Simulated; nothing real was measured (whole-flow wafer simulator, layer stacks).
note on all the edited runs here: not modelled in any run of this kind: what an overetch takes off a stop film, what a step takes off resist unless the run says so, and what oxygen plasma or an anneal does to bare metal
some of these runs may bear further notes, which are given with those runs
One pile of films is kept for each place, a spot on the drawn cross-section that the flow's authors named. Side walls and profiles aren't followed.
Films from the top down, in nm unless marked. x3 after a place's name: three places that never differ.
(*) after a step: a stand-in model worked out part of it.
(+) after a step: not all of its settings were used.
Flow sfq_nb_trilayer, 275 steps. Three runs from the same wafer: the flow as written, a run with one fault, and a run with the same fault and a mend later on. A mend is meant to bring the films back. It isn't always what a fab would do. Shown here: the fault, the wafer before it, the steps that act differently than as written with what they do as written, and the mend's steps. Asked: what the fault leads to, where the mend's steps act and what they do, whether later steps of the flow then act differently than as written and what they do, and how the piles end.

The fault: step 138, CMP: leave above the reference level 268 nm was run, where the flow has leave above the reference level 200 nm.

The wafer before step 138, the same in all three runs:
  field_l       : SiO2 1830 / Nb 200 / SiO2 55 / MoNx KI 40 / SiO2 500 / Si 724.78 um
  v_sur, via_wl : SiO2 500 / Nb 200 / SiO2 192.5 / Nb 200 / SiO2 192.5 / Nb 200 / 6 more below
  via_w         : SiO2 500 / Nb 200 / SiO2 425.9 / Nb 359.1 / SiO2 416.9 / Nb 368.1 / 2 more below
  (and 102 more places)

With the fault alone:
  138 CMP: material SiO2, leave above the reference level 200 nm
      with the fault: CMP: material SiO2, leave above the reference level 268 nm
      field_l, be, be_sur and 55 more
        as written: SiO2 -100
        with the fault: SiO2 -32
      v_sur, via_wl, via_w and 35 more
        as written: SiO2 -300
        with the fault: SiO2 -232
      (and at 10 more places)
  Later steps of the flow that act differently than as written (6 more steps differ only slightly, by at most 2% or 0.5 nm, whichever is larger, and aren't shown):
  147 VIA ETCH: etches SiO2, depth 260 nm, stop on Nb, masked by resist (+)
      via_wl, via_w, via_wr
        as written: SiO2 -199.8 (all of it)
        with the fault: SiO2 -260
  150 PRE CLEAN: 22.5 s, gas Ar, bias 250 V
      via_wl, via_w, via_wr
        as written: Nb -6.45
        with the fault: SiO2 -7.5
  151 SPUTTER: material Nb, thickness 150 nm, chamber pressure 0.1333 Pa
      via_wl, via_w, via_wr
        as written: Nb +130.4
        with the fault: Nb +123.3 (new film)
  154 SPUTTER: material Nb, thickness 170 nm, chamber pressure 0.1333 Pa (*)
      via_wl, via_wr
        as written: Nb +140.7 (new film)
        with the fault: Nb +103.1 (new film)
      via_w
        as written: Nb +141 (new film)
        with the fault: Nb +136 (new film)
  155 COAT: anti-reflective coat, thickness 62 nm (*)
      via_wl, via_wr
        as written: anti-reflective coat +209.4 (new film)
        with the fault: anti-reflective coat +321.3 (new film)
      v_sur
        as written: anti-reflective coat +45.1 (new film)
        with the fault: anti-reflective coat +42.8 (new film)
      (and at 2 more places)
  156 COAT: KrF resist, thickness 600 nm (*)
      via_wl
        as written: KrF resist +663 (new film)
        with the fault: KrF resist +648.6 (new film)
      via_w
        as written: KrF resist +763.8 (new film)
        with the fault: KrF resist +811.1 (new film)
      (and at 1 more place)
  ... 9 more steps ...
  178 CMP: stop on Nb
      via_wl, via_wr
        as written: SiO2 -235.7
        with the fault: SiO2 -227.2
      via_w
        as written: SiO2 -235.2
        with the fault: SiO2 -227.2
  At the end the piles differ from the flow's by more than 2% or 0.5 nm, whichever is larger, at field_l, v_sur, via_wl and 103 more.
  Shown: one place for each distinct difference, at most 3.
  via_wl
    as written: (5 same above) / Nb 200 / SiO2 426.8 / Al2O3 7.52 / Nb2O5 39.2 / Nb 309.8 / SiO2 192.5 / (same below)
    with the fault: (5 same above) / Nb 200 / SiO2 469.8 / Nb2O5 52.6 / Al2O3 0.96 / Al 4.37 / Nb 123.3 / SiO2 0.34 / Nb 200 / SiO2 192.5 / (same below)
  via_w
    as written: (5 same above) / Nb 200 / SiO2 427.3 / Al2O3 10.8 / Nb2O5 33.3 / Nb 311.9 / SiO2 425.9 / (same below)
    with the fault: (5 same above) / Nb 200 / SiO2 495.5 / Al2O3 10.1 / Nb2O5 34.7 / Nb 110.8 / SiO2 0.34 / Nb 200 / SiO2 425.9 / (same below)
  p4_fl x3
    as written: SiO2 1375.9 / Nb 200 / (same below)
    with the fault: SiO2 1443.9 / Nb 200 / (same below)

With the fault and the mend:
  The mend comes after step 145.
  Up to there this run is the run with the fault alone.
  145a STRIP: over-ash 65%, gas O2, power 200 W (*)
      field_l, v_sur, via_sp and 100 more
        KrF resist -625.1 (all of it), anti-reflective coat -62 (all of it)
      via_wl, via_w, via_wr
        anti-reflective coat -62 (all of it)
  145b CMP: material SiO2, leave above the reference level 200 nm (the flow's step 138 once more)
      field_l, v_sur, via_wl and 103 more
        SiO2 -68
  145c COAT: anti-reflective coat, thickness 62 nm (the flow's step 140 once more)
      field_l, v_sur, via_wl and 103 more
        anti-reflective coat +62 (new film)
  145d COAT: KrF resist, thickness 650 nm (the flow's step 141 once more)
      field_l, v_sur, via_wl and 103 more
        KrF resist +650 (new film)
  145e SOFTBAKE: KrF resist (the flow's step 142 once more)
      changes no film at any place that is followed
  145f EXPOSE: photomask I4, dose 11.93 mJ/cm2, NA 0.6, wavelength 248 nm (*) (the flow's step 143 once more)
      changes no film at any place that is followed
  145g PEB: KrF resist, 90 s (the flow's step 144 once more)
      field_l, v_sur, via_wl and 103 more
        KrF resist -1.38
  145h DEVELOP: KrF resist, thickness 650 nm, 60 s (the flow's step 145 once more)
      field_l, v_sur, via_sp and 100 more
        KrF resist -23.5
      via_wl, via_w, via_wr
        KrF resist -648.6 (all of it)
  No later step of the flow acts differently than as written at any place that is followed.
  At the end the piles are the same as the flow's at every place that both follow.
